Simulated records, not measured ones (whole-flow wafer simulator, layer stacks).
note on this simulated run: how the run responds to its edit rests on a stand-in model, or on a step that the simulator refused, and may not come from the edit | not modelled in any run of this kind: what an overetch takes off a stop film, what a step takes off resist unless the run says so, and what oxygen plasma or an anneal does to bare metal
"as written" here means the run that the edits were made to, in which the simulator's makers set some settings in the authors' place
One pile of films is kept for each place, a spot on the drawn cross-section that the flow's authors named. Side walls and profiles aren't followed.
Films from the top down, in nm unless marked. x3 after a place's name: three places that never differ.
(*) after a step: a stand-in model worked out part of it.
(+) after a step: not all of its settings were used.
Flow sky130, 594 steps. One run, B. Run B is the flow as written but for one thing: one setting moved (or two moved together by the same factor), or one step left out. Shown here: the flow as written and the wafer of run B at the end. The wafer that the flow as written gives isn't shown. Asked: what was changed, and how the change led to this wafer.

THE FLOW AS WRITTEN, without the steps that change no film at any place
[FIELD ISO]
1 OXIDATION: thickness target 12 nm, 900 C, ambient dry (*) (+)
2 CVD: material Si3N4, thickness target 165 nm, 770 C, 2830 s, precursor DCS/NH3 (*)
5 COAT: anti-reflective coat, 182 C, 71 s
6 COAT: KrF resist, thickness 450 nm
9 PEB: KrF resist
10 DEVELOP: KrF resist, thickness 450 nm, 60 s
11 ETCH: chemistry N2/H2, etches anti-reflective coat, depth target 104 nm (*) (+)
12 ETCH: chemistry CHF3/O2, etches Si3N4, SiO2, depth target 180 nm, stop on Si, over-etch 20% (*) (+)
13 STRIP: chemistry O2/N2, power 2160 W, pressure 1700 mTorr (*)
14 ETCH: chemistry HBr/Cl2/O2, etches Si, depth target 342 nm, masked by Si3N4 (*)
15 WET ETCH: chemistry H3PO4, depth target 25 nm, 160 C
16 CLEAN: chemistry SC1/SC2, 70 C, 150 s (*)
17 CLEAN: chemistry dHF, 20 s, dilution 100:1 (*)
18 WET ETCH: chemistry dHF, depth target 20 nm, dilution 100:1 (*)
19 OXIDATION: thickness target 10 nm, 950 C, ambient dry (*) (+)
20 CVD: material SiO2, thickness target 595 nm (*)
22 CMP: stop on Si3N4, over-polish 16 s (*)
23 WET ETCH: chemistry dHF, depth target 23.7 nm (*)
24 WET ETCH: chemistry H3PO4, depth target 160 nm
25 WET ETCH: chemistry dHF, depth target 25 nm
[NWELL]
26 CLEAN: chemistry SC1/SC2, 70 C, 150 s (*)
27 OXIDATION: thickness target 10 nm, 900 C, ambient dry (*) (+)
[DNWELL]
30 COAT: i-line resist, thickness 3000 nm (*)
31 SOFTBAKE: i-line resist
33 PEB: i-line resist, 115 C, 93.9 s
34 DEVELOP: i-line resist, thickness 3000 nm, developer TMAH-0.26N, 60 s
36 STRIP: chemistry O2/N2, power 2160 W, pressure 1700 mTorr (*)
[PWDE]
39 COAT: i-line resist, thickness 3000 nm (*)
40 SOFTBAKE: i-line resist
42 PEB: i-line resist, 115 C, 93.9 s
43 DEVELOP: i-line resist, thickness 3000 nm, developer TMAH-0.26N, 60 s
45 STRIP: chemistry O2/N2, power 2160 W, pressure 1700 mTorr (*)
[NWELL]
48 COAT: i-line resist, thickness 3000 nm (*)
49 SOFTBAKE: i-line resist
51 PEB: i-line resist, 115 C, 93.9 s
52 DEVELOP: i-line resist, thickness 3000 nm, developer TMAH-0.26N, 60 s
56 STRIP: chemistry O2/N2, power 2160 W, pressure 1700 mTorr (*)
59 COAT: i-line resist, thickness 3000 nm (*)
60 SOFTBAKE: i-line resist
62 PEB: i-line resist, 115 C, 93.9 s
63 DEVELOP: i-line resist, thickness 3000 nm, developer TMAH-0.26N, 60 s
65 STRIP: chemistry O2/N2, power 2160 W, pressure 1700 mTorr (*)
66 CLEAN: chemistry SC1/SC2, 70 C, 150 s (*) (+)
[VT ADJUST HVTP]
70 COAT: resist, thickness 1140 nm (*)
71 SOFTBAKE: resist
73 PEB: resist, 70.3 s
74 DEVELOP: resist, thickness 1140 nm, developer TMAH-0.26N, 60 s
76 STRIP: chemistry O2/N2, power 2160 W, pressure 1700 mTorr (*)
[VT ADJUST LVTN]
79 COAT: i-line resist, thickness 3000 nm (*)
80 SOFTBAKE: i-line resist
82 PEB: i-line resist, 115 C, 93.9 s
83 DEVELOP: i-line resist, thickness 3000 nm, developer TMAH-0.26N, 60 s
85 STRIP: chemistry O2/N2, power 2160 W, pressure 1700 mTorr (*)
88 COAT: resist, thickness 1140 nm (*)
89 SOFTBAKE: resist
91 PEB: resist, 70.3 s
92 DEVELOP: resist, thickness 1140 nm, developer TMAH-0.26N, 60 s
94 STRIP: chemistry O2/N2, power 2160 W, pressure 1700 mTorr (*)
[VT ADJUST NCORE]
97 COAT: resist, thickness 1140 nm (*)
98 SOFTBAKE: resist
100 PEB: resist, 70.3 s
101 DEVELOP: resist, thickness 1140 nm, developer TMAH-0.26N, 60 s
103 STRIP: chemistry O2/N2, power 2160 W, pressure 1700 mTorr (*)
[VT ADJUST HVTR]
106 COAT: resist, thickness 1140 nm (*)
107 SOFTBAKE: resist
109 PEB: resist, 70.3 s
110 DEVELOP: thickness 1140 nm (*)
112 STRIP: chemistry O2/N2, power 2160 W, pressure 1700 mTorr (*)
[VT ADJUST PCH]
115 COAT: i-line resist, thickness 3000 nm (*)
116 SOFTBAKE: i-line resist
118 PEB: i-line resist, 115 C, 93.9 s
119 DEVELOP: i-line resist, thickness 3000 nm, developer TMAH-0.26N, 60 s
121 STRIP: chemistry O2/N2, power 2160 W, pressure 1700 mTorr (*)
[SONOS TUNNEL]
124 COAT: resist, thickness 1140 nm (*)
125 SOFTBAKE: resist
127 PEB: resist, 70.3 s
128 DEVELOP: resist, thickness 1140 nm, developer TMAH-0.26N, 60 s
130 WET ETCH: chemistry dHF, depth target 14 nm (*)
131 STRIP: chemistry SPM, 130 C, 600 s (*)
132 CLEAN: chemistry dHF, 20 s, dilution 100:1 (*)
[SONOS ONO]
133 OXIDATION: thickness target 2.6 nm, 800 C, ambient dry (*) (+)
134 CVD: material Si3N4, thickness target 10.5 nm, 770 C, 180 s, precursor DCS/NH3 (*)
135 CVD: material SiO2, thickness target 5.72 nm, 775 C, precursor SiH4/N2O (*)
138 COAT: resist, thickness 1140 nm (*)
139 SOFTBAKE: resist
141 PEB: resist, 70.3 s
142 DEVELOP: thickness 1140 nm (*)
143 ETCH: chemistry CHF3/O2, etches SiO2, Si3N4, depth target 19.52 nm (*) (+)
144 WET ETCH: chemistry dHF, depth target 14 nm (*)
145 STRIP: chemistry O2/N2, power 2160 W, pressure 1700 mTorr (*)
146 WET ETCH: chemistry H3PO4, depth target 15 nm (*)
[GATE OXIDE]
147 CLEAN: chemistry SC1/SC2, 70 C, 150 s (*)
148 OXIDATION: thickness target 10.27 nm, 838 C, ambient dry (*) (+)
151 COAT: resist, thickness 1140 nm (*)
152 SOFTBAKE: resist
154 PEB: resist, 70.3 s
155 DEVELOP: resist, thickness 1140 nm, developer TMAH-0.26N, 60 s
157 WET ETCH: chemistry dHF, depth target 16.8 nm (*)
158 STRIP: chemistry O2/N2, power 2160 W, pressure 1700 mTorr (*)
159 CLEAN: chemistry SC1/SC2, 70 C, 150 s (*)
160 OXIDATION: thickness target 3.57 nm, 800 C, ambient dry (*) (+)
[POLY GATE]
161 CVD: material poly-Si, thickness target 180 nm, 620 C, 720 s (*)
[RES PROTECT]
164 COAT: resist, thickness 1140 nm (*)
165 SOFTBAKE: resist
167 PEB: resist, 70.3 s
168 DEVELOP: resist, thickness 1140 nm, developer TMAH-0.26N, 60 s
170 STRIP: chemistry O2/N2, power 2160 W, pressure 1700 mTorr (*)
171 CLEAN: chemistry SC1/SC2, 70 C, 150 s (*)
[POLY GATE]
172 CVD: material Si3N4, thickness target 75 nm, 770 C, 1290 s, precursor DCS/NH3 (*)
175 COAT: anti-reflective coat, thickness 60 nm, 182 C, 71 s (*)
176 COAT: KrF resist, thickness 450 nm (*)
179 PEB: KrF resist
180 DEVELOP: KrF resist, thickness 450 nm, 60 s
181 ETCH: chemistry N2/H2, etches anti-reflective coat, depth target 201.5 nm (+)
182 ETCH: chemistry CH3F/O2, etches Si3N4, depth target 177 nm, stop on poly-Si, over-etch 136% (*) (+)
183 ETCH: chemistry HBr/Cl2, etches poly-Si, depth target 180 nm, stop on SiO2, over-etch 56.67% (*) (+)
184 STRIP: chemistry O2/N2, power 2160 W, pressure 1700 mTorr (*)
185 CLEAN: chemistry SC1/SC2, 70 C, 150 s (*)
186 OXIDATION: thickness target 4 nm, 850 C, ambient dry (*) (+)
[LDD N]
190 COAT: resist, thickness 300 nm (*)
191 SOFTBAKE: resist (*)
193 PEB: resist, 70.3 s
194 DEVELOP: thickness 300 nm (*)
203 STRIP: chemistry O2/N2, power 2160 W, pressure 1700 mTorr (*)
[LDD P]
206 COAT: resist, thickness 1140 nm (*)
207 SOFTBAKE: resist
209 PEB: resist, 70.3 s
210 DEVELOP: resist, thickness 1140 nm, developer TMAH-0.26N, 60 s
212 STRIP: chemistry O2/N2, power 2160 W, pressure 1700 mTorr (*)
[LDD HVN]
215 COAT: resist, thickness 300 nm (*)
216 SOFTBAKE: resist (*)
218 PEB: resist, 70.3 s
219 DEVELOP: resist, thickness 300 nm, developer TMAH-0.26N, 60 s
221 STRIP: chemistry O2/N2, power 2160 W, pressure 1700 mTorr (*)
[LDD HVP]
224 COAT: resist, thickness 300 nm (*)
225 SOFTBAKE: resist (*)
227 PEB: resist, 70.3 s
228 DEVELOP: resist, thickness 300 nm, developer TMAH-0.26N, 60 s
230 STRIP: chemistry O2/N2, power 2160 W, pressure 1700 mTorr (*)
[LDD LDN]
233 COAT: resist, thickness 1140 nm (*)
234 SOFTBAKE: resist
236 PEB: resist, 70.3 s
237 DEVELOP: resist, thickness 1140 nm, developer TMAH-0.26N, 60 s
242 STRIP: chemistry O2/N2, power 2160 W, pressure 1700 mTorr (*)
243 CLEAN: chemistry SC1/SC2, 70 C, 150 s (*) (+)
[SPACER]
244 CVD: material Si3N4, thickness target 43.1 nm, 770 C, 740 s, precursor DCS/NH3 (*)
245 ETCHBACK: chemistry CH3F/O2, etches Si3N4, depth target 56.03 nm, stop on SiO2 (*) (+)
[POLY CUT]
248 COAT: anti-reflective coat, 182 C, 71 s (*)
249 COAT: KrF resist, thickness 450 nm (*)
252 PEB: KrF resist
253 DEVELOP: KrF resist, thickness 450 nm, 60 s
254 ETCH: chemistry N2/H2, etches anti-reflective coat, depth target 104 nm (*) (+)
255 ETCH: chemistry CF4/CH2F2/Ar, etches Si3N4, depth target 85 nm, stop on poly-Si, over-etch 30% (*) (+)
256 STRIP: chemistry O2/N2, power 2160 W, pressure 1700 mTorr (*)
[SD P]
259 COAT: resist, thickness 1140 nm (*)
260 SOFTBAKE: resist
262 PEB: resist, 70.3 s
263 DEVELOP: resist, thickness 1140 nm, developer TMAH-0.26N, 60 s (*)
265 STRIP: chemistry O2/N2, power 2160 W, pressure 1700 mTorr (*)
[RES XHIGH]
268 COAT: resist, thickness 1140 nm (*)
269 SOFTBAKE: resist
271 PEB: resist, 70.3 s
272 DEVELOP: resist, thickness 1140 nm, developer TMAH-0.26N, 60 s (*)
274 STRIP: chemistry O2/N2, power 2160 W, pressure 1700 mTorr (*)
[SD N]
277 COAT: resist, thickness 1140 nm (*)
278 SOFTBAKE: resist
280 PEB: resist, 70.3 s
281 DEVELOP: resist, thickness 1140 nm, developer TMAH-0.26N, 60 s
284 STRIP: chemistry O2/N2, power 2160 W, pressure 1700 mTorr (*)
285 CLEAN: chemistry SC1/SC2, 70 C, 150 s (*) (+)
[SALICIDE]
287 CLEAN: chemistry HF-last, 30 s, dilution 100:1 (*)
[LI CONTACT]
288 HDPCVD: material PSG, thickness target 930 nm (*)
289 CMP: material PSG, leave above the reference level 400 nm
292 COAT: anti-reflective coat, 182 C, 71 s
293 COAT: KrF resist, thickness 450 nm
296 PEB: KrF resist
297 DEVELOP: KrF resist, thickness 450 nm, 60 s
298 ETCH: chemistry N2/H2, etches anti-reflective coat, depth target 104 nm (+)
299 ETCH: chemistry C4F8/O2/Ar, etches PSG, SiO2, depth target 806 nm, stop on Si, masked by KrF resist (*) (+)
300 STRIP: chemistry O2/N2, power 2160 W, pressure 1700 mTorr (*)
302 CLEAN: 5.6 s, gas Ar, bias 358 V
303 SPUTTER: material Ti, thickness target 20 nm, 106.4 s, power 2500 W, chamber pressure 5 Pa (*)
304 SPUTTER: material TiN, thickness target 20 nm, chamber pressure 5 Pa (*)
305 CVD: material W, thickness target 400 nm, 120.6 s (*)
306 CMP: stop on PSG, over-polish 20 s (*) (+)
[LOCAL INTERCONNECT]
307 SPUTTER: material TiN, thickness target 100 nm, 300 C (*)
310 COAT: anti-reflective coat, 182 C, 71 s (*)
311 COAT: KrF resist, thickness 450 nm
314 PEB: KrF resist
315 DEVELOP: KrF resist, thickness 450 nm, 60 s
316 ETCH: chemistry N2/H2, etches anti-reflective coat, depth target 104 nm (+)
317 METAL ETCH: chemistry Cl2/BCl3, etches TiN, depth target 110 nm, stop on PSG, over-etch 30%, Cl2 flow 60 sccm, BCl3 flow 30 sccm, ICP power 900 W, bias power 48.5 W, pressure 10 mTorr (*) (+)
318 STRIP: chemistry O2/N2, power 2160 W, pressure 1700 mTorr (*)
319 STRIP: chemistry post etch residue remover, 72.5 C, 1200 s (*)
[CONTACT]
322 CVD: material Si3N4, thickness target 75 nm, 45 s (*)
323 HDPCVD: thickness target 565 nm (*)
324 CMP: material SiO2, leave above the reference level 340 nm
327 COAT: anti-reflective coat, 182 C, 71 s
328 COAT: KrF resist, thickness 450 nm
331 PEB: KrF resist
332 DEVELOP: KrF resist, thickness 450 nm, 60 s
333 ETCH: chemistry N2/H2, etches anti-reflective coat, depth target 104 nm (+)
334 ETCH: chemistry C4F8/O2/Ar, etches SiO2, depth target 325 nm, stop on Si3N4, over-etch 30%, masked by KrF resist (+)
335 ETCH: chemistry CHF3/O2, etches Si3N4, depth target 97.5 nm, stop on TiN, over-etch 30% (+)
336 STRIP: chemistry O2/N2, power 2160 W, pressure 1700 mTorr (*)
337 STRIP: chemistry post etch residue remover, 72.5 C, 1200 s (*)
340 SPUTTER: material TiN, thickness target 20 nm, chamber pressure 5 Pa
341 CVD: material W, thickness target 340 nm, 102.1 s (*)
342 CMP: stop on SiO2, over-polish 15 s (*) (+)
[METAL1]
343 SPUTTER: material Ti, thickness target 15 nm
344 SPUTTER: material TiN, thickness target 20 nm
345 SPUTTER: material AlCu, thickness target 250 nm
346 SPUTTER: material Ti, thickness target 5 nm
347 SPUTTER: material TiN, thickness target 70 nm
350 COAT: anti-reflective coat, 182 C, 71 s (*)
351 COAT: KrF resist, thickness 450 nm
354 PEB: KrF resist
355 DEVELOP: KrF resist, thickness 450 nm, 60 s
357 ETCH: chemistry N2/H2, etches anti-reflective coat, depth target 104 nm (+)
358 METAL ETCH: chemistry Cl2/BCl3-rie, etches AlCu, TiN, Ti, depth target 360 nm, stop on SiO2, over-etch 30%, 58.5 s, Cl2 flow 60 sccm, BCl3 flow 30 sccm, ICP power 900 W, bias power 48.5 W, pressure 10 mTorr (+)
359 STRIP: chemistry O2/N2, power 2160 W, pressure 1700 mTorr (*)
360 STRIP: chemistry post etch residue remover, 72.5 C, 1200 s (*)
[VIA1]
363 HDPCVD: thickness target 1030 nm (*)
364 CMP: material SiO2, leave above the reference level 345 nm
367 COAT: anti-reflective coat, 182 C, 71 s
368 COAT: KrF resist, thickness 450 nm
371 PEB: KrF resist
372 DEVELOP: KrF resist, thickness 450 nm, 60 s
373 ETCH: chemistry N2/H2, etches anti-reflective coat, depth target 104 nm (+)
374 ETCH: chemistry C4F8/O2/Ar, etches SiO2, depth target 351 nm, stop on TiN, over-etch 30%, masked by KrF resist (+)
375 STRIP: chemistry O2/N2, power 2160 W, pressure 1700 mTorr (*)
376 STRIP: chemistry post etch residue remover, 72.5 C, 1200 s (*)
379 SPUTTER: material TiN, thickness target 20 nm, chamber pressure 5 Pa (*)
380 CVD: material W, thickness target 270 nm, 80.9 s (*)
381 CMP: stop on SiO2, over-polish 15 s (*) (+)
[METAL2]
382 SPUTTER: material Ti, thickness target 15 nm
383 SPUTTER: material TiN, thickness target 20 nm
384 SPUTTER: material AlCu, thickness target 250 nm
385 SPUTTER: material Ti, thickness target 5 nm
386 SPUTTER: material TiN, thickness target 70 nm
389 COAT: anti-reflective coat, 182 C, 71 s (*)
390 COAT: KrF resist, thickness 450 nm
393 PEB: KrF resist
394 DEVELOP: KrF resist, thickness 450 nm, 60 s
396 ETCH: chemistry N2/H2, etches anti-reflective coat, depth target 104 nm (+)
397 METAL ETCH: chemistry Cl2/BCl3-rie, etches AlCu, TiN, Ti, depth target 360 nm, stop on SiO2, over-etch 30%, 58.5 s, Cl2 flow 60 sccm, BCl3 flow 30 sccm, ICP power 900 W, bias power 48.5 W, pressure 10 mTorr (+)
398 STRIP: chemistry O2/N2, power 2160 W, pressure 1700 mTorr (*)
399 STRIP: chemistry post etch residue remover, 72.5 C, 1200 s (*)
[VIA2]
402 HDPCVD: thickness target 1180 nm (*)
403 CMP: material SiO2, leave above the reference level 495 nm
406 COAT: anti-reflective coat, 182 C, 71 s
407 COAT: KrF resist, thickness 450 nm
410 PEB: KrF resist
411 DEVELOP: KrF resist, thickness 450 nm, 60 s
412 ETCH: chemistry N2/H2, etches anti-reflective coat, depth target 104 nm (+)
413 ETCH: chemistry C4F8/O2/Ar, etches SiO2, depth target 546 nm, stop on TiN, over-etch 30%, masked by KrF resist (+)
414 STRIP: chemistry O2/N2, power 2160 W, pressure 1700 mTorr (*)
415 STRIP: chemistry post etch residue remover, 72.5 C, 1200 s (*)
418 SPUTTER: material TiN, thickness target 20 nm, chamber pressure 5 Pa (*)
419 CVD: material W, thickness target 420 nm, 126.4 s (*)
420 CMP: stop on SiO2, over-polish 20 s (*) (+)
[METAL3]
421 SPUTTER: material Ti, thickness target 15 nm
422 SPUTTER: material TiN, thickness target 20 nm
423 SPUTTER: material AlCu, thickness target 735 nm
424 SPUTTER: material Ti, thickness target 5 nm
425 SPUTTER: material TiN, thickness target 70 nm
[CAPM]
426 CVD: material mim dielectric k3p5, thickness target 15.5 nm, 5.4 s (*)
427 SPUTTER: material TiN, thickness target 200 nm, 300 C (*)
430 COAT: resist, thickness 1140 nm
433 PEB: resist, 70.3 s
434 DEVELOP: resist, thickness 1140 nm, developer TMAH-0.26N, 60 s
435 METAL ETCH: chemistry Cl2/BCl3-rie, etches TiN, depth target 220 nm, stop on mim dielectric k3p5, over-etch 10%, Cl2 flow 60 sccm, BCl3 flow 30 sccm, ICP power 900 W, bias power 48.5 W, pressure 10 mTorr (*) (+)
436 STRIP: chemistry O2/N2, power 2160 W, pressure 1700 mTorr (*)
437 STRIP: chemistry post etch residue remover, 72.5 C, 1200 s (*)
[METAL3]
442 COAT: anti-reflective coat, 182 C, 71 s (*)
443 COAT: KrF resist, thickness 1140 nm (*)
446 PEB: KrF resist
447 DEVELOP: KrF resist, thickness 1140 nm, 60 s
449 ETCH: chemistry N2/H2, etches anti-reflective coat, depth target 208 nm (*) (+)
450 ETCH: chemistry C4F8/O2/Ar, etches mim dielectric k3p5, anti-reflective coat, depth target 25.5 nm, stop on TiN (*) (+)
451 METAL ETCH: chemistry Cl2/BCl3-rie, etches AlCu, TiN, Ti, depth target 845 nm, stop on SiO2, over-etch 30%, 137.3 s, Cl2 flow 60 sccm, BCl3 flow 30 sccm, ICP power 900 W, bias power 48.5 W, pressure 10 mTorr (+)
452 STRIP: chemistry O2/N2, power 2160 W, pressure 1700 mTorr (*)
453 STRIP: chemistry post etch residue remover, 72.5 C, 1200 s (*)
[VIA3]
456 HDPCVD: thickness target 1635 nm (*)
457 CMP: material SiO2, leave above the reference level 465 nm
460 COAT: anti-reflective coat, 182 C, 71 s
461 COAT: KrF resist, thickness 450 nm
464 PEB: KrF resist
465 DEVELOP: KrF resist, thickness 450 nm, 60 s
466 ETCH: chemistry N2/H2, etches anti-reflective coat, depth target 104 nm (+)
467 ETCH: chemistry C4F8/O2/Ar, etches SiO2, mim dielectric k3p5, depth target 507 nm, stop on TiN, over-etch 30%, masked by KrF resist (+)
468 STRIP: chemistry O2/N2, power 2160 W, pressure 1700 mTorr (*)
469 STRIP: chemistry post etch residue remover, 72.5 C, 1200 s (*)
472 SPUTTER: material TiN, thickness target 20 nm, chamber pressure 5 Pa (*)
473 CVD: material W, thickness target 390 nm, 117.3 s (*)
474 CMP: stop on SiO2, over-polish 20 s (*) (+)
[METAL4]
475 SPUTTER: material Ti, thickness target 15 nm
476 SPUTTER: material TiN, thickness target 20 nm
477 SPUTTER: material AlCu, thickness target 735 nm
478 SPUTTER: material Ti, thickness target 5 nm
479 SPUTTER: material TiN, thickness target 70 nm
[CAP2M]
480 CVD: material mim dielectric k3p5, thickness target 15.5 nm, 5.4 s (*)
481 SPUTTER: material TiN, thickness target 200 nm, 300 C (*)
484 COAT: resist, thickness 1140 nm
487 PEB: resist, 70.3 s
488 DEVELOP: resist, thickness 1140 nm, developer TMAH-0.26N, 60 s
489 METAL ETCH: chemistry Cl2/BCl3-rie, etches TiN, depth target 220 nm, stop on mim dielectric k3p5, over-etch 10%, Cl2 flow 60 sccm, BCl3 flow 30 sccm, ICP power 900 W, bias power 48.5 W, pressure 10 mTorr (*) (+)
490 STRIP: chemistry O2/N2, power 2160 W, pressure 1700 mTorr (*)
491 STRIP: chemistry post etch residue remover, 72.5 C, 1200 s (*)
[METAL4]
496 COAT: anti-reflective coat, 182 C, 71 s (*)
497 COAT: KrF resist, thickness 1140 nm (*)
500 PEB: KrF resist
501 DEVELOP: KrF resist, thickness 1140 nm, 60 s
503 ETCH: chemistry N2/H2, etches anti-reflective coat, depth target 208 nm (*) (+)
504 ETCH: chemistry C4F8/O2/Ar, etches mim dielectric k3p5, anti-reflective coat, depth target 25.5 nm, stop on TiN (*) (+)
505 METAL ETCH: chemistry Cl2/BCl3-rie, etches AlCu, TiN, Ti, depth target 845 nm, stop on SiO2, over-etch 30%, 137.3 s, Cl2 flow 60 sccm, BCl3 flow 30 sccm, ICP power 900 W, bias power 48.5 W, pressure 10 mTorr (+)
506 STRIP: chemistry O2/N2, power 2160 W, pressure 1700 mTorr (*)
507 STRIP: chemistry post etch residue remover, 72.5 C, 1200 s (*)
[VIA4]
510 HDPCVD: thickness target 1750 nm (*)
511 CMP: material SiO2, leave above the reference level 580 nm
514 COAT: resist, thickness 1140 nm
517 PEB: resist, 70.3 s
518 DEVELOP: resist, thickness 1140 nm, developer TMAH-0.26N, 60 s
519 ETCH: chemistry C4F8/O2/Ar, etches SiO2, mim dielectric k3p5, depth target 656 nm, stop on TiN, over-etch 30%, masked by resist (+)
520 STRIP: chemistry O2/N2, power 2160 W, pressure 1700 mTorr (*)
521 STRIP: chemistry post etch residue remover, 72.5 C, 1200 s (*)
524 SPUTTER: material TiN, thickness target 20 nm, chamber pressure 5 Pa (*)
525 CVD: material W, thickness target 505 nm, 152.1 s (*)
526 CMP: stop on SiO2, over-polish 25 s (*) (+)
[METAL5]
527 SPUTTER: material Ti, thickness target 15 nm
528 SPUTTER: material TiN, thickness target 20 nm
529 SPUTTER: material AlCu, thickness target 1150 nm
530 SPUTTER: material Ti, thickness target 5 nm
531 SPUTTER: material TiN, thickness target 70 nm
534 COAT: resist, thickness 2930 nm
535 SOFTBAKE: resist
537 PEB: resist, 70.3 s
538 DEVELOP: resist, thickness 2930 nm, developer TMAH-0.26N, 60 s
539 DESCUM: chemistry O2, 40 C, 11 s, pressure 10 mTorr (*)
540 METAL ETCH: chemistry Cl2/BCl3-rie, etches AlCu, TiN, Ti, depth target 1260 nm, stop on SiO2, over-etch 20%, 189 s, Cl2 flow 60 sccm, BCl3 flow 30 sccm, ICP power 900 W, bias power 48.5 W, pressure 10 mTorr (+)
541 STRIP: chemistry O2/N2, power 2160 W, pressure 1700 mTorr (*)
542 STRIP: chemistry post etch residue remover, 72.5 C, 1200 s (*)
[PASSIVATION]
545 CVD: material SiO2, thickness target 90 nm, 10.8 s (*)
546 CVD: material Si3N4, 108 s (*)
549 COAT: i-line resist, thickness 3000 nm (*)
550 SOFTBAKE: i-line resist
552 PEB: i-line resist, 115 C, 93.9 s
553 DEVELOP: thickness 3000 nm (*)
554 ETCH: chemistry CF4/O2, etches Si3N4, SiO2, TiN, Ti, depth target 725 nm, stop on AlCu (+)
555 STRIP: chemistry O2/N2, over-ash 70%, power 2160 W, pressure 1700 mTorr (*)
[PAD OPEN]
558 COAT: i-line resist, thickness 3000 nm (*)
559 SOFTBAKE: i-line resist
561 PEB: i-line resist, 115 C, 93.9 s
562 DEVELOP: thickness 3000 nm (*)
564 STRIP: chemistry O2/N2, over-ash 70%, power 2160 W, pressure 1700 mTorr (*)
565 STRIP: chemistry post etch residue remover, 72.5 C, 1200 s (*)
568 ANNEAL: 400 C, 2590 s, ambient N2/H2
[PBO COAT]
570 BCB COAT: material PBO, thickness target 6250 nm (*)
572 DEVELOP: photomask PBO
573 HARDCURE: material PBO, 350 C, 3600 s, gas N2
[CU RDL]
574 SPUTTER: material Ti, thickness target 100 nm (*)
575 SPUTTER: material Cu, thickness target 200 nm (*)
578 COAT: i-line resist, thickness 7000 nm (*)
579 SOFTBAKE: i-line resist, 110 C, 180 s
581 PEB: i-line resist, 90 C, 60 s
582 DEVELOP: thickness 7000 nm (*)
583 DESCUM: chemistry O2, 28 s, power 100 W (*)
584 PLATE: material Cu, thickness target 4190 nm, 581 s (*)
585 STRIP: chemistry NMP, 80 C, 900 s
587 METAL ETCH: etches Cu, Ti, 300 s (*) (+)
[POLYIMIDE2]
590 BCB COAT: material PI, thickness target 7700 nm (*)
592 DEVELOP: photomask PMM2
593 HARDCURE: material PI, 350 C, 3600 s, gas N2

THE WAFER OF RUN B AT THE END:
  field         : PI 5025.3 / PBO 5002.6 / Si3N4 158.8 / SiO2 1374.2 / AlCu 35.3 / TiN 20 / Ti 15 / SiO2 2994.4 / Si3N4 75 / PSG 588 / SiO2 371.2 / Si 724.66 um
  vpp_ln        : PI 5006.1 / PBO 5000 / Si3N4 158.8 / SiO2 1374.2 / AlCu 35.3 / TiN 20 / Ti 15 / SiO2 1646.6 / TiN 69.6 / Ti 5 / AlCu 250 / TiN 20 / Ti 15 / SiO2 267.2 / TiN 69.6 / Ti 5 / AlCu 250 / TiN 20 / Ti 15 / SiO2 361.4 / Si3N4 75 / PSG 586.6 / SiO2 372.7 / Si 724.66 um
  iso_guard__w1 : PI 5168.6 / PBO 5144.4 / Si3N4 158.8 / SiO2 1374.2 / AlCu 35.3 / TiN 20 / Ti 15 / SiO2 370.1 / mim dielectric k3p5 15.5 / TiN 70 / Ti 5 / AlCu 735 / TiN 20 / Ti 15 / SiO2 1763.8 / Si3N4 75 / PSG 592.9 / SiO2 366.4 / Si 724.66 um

The cause: step 505, METAL ETCH: depth target 591.5 nm was run, where the flow has depth target 845 nm; step 505, METAL ETCH: 96.1 s was run, where the flow has 137.3 s.

How the change led to this, step by step:
  505 METAL ETCH: chemistry Cl2/BCl3-rie, etches AlCu, TiN, Ti, depth target 845 nm, stop on SiO2, over-etch 30%, 137.3 s, Cl2 flow 60 sccm, BCl3 flow 30 sccm, ICP power 900 W, bias power 48.5 W, pressure 10 mTorr (+)
      field, gate, spacer and 68 more: TiN -70 (all of it), Ti -5 (all of it), AlCu -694 (as written it would be: TiN -70 (all of it), Ti -5 (all of it), AlCu -735 (all of it), TiN -20 (all of it), Ti -15 (all of it), SiO2 -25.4)
      active, vpp_iso1, mim_edge_plate and 14 more: TiN -70 (all of it), Ti -5 (all of it), AlCu -694 (as written it would be: TiN -70 (all of it), Ti -5 (all of it), AlCu -735 (all of it), TiN -20 (all of it), Ti -15 (all of it), SiO2 -25.3)
      (and at 105 more places)
  506 STRIP: chemistry O2/N2, power 2160 W, pressure 1700 mTorr (*)
      gate_hv, mim, dice_street and 76 more: KrF resist -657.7 (all of it), anti-reflective coat -80 (all of it) (as written it would be: KrF resist -492.9 (all of it), anti-reflective coat -80 (all of it))
      n_well, p_well, sd_n, sd_p, pad, mim_edge_plate_strap, mim_edge_gap_sheet: KrF resist -657.6 (all of it), anti-reflective coat -80 (all of it) (as written it would be: KrF resist -492.9 (all of it), anti-reflective coat -80 (all of it))
      (and at 19 more places)
  507 STRIP: chemistry post etch residue remover, 72.5 C, 1200 s (*)
      field, active, gate and 85 more: AlCu -5.72 (as written it would be: nothing)
  510 HDPCVD: thickness target 1750 nm (*)
      field, active, gate and 85 more: SiO2 +1750 (new film) (as written it would be: SiO2 +1750)
  511 CMP: material SiO2, leave above the reference level 580 nm
      field, active, gate and 77 more: SiO2 -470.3 (as written it would be: SiO2 -374.7)
      iso_guard__w1, mim_edge_gap, vpp_l1ln, vpp_m3ln, rpm_encl, via2_enc, rpm_encl_psd, iso_guard_nsd_tip: SiO2 -470.3 (as written it would be: SiO2 -374.6)
Counting metal films that touch as one body, field has 1 body; the flow as written gives 0 bodies.
Counting metal films that touch as one body, vpp_ln has 3 bodies (between them, from the top down: SiO2 1646.6; SiO2 267.2); the flow as written gives 2 bodies (between them, from the top down: SiO2 267.2).
Counting metal films that touch as one body, iso_guard__w1 has 2 bodies (between them, from the top down: SiO2 370.1 / mim dielectric k3p5 15.5); the flow as written gives 1 body.
